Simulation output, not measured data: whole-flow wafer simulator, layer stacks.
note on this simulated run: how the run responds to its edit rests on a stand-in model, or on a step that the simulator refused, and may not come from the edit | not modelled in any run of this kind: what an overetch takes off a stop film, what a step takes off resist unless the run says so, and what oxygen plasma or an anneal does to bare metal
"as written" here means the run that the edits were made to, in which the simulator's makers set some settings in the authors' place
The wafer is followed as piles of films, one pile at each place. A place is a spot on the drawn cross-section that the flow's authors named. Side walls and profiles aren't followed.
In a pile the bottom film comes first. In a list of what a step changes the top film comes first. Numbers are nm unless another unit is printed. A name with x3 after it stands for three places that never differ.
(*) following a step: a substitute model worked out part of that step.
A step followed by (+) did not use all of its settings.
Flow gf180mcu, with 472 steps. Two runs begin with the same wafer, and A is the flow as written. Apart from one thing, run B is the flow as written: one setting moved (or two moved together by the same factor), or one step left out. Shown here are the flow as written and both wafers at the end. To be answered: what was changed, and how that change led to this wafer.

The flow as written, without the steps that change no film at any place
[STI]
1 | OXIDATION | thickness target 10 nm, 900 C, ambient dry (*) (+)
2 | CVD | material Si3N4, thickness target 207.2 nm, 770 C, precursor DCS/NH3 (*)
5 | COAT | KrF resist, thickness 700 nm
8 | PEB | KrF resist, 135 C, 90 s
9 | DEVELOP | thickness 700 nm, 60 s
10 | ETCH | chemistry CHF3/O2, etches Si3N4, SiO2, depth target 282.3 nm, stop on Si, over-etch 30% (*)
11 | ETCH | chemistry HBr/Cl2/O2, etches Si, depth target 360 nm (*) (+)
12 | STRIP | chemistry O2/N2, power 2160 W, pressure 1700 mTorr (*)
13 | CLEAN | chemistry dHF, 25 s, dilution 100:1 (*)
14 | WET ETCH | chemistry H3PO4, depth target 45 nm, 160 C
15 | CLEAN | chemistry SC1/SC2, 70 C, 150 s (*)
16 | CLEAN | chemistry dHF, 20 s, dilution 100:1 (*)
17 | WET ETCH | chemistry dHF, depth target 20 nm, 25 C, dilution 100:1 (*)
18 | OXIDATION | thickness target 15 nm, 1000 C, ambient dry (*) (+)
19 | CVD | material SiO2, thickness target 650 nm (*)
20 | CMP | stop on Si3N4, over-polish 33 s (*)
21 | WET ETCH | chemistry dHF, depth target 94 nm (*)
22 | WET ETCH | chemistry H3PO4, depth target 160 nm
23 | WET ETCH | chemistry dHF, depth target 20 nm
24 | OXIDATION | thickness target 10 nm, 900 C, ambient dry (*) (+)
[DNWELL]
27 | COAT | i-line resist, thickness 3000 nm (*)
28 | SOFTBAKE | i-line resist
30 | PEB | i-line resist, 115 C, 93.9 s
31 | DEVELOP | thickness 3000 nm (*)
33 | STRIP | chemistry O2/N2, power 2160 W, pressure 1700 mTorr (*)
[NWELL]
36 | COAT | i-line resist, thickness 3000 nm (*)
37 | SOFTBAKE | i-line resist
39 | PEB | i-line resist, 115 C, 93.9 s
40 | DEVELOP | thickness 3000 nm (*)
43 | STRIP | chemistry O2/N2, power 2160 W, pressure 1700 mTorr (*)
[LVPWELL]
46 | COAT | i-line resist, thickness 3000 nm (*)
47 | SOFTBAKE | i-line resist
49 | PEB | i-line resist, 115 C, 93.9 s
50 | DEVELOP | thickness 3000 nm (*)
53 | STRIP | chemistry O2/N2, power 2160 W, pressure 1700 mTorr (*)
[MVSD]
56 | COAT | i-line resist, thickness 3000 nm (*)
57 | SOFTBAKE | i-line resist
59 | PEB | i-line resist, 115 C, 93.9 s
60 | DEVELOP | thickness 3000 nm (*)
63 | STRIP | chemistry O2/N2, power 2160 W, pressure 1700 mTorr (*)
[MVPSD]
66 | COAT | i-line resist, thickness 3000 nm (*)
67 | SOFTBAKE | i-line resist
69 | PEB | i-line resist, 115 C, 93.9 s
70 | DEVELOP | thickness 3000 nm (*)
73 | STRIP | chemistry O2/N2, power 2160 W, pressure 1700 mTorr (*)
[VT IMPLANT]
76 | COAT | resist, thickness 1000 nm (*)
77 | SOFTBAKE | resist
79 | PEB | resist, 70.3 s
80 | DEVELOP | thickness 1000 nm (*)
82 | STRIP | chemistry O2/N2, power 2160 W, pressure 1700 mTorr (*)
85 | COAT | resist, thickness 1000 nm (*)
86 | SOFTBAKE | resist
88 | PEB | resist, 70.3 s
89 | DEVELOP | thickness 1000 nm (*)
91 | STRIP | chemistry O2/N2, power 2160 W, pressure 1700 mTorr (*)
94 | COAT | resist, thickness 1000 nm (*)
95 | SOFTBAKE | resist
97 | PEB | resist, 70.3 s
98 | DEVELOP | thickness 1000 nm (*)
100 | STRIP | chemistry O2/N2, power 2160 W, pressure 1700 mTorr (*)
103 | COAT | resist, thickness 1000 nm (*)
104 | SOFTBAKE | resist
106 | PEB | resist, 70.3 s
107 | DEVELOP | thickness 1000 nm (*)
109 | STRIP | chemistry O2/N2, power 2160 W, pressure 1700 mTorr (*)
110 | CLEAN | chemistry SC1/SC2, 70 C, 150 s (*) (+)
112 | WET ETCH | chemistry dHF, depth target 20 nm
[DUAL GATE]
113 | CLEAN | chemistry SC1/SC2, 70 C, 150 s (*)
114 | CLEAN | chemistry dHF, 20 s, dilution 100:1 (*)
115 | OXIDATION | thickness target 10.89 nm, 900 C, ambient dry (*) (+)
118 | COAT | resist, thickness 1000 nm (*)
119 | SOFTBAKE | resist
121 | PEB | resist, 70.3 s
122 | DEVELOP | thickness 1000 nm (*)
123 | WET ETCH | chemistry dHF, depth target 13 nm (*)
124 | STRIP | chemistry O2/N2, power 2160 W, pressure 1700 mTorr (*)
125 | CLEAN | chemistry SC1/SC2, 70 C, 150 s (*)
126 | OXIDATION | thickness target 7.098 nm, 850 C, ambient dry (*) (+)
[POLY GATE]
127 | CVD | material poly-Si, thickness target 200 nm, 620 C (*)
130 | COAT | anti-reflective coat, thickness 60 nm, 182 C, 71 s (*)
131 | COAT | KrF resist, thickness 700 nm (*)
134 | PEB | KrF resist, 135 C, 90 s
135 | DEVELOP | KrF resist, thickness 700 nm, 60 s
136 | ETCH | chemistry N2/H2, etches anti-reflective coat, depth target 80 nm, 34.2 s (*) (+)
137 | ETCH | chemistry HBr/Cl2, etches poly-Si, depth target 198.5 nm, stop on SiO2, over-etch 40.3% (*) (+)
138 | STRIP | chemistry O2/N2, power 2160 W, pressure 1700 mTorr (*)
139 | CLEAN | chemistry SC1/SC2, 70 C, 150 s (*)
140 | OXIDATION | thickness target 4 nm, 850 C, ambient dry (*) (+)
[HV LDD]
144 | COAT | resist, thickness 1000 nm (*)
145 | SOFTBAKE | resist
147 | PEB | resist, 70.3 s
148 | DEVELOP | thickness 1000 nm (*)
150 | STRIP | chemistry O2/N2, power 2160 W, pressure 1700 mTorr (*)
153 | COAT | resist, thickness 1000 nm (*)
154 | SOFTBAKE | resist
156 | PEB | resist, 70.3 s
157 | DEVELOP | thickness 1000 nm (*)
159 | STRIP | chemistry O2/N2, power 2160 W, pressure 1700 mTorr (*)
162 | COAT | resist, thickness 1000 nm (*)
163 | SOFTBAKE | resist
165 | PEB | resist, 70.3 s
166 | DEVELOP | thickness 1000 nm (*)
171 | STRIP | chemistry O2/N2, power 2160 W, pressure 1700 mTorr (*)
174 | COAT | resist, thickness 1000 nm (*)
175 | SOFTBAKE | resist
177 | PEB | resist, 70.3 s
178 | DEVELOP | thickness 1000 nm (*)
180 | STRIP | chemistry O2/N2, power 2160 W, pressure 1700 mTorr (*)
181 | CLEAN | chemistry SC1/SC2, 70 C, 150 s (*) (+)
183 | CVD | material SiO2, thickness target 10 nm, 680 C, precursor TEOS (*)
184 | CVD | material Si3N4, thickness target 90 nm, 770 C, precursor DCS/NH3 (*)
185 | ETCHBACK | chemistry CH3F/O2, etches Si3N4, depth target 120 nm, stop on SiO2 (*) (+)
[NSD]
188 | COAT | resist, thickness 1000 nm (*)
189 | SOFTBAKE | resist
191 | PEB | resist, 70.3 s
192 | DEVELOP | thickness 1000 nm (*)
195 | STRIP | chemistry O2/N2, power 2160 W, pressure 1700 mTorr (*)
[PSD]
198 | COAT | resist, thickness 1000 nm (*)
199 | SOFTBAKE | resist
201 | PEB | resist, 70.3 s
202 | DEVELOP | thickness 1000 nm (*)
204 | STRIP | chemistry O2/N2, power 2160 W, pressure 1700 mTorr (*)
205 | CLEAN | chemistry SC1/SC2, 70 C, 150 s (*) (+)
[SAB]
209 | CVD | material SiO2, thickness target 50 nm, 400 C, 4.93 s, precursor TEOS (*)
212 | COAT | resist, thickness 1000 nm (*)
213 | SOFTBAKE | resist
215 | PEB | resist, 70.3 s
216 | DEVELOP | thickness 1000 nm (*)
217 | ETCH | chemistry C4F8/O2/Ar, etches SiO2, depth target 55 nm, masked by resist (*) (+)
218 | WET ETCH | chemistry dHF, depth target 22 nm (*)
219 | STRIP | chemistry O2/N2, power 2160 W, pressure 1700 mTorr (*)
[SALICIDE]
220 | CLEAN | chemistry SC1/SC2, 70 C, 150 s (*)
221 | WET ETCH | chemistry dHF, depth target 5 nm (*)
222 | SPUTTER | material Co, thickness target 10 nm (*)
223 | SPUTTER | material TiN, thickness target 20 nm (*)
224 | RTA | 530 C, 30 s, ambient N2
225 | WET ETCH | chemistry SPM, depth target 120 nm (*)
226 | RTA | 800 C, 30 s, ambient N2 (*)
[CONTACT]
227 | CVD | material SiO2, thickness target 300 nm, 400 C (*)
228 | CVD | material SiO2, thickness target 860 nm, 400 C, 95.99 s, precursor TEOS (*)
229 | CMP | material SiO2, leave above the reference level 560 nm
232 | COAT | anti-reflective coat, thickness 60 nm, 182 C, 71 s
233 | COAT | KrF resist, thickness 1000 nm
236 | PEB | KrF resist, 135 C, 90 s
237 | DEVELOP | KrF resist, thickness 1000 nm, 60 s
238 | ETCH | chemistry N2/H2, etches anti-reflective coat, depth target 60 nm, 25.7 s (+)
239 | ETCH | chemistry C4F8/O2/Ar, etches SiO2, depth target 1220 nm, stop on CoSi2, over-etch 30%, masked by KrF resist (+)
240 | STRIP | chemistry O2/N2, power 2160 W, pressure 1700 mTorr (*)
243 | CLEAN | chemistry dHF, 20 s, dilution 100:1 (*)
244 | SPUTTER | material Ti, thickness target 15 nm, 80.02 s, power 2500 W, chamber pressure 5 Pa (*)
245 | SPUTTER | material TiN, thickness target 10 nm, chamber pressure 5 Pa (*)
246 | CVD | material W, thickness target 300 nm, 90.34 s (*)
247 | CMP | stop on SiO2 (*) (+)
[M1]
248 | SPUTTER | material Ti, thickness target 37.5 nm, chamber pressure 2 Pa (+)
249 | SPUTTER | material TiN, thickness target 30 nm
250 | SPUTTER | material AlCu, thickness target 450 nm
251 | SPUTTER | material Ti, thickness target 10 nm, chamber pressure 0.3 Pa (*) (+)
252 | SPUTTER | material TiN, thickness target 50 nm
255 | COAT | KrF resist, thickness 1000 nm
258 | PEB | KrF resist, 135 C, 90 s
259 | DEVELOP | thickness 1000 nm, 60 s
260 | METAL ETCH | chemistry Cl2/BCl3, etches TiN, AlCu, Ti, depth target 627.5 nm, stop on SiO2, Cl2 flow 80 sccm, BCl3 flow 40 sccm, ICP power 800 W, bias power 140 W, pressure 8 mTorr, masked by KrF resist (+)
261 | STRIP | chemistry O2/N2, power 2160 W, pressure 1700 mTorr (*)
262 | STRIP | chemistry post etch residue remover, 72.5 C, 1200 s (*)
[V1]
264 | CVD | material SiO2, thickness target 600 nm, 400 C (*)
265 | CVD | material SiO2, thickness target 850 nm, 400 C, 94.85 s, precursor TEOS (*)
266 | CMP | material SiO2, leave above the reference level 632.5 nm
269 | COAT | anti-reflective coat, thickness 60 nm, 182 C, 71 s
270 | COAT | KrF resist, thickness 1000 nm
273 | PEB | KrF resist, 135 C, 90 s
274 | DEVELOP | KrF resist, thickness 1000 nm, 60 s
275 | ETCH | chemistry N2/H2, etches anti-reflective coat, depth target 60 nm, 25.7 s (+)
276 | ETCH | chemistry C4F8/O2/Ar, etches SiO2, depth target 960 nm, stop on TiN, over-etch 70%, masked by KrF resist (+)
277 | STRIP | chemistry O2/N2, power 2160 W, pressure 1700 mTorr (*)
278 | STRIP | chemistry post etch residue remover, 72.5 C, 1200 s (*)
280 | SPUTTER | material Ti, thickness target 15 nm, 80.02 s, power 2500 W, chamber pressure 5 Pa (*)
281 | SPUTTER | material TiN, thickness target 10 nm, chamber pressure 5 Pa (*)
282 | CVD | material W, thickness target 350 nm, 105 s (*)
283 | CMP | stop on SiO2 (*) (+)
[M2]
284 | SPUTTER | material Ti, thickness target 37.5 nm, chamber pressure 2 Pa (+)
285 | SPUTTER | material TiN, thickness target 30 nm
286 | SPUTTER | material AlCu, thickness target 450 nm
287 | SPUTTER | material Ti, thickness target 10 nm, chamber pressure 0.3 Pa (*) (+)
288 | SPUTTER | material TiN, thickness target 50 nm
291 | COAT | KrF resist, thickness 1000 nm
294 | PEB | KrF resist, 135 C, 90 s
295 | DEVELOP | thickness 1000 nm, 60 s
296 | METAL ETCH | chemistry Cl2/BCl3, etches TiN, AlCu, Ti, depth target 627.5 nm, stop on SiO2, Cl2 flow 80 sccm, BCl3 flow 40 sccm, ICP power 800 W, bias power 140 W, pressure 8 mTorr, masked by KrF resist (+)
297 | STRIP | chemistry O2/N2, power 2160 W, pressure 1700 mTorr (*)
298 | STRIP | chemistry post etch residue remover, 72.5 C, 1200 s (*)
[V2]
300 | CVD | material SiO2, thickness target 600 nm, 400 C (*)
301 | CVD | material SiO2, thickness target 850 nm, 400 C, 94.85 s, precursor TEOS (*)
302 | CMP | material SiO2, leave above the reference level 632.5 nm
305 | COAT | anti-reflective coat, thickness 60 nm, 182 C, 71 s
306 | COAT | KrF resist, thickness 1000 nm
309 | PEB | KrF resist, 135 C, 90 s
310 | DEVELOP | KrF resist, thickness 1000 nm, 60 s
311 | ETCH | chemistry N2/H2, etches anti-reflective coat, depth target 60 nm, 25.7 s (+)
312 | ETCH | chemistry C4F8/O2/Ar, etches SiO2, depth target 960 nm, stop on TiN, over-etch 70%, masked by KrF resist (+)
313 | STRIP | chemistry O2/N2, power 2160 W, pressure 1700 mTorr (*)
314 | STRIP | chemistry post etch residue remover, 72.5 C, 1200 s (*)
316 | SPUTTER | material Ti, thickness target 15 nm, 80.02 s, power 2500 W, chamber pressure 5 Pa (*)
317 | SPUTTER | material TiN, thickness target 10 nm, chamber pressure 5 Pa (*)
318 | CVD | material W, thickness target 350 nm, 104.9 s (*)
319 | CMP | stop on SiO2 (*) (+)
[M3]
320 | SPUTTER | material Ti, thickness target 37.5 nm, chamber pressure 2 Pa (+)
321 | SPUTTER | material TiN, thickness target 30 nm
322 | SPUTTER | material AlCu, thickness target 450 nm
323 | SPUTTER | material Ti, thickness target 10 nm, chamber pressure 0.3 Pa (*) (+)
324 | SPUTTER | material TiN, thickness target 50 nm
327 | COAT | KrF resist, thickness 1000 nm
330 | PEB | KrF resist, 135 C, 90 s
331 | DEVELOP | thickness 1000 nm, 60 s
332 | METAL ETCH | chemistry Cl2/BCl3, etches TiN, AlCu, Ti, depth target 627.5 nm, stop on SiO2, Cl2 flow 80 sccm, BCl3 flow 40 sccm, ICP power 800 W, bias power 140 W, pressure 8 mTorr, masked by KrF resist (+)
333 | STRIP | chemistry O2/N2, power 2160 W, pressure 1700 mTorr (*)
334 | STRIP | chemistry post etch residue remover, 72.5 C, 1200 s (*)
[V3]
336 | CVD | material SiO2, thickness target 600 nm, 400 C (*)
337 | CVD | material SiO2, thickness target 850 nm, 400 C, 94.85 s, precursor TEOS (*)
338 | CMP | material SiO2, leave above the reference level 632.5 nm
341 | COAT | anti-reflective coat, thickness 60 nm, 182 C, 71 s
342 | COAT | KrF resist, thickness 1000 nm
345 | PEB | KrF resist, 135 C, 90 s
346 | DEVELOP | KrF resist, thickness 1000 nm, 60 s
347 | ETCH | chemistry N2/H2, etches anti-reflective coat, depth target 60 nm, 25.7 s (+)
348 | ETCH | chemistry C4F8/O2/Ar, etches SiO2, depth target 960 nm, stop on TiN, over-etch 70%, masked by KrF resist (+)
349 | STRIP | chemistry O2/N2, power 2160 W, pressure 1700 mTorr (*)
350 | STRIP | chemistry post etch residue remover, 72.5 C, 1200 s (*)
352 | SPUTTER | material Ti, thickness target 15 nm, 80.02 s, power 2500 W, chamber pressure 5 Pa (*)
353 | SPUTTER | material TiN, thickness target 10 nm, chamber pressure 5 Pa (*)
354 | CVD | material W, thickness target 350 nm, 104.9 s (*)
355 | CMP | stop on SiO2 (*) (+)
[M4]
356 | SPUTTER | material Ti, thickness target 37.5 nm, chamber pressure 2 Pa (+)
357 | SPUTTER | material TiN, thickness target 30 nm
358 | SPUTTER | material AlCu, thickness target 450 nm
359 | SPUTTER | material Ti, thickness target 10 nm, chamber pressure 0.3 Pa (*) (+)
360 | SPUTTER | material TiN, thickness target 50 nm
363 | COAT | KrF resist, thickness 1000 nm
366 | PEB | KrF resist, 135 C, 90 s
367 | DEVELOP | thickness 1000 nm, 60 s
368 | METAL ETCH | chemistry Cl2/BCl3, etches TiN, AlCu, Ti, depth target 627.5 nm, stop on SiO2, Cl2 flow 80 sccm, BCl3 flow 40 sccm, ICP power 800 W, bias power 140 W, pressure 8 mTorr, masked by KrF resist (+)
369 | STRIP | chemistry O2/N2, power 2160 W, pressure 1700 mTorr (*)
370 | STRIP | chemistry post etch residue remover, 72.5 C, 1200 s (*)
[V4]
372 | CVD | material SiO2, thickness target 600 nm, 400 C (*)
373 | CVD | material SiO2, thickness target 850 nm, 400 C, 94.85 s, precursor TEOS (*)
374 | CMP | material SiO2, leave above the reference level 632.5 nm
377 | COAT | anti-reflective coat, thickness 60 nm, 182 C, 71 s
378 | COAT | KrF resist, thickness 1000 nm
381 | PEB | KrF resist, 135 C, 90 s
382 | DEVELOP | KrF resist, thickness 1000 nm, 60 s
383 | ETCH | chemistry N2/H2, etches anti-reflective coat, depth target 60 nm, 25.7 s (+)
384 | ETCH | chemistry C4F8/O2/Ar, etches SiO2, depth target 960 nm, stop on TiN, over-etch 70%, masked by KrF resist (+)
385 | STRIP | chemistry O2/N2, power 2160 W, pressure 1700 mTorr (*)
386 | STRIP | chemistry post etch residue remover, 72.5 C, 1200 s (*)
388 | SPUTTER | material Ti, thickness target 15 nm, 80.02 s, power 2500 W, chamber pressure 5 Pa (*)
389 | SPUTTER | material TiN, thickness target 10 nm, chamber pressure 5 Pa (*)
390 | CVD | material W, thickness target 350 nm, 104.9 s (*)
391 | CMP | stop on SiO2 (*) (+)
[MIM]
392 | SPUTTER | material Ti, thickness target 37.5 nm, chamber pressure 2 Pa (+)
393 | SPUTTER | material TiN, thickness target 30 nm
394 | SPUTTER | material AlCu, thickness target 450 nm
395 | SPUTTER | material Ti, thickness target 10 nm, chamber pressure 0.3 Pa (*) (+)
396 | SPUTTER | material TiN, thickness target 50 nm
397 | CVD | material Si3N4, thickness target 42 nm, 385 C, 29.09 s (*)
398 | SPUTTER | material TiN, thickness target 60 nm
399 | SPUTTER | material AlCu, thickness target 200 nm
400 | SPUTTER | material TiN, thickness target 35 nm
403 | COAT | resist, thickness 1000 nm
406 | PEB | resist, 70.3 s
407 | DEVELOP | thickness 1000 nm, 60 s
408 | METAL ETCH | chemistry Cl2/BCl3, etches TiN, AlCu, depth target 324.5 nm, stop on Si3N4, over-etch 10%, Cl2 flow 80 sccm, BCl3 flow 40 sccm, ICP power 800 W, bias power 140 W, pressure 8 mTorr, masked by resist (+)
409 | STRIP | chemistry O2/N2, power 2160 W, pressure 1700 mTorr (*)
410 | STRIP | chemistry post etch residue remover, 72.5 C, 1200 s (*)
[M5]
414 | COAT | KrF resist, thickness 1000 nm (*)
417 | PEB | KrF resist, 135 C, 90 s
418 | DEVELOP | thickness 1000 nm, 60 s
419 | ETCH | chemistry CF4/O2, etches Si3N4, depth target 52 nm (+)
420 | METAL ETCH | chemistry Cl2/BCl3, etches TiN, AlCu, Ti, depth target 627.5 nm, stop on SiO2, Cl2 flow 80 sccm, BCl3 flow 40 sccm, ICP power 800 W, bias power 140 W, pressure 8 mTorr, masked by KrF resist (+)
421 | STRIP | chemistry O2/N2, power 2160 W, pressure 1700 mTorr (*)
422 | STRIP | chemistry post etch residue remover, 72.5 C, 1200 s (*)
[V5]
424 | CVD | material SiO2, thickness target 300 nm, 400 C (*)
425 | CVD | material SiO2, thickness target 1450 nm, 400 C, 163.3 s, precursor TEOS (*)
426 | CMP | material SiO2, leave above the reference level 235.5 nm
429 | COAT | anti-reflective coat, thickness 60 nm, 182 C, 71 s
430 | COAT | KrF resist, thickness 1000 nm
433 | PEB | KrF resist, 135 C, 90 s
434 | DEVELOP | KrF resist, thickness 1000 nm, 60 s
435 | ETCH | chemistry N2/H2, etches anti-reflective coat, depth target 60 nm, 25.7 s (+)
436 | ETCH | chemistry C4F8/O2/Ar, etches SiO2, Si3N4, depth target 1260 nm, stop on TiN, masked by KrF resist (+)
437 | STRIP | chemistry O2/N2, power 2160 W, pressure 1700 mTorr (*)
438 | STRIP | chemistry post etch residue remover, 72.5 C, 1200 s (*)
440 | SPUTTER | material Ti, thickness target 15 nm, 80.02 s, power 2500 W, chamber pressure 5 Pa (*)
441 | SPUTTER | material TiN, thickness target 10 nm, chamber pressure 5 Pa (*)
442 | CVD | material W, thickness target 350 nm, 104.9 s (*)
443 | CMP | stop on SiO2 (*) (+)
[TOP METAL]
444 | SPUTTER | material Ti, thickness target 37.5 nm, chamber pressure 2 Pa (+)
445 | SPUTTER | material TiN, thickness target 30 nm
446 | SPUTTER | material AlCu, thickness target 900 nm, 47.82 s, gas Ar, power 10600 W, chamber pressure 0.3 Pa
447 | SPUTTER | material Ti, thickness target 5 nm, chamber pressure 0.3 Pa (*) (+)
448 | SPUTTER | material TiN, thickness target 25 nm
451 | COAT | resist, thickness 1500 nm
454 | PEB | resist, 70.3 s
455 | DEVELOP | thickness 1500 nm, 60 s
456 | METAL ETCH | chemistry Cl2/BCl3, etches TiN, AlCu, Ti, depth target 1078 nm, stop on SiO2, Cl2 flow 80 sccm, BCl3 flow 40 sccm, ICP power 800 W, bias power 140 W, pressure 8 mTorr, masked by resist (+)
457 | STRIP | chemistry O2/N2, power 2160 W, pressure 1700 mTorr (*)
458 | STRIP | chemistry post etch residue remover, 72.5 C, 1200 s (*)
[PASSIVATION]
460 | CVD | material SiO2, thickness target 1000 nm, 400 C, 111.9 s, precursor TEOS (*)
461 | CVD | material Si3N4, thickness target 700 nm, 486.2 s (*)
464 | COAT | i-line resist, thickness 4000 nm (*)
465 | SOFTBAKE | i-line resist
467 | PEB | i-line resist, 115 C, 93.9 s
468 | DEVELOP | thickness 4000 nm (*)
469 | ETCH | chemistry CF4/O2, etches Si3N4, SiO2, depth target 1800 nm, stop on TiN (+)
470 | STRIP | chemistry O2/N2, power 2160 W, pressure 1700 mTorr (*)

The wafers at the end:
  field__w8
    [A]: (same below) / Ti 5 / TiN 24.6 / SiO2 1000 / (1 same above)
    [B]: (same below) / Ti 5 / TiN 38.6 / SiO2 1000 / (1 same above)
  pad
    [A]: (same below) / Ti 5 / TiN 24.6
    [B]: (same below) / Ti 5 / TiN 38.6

The reason: step 448, SPUTTER: thickness target 39 nm was run, whereas the flow has thickness target 25 nm.

Step by step, how the change led to this:
  448 | SPUTTER | material TiN, thickness target 25 nm
      field, field__w1, field__w2 and 109 more: A TiN gains 25 (new film) | B TiN gains 39 (new film)
  456 | METAL ETCH | chemistry Cl2/BCl3, etches TiN, AlCu, Ti, depth target 1078 nm, stop on SiO2, Cl2 flow 80 sccm, BCl3 flow 40 sccm, ICP power 800 W, bias power 140 W, pressure 8 mTorr, masked by resist (+)
      field, field__w1, field__w2 and 103 more: A TiN loses 25 (all of it), Ti loses 5 (all of it), AlCu loses 900 (all of it), TiN loses 30 (all of it), Ti loses 37.5 (all of it) | B TiN loses 39 (all of it), Ti loses 5 (all of it), AlCu loses 900 (all of it), TiN loses 30 (all of it), Ti loses 37.5 (all of it)
  465 | SOFTBAKE | i-line resist
      gate: A i-line resist gains 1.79 | B i-line resist loses 0.23
      ld_acc_p, ld_fp_p, ld_drift_p: A i-line resist gains 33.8 | B i-line resist gains 27.5
      (and at 58 other places as well)
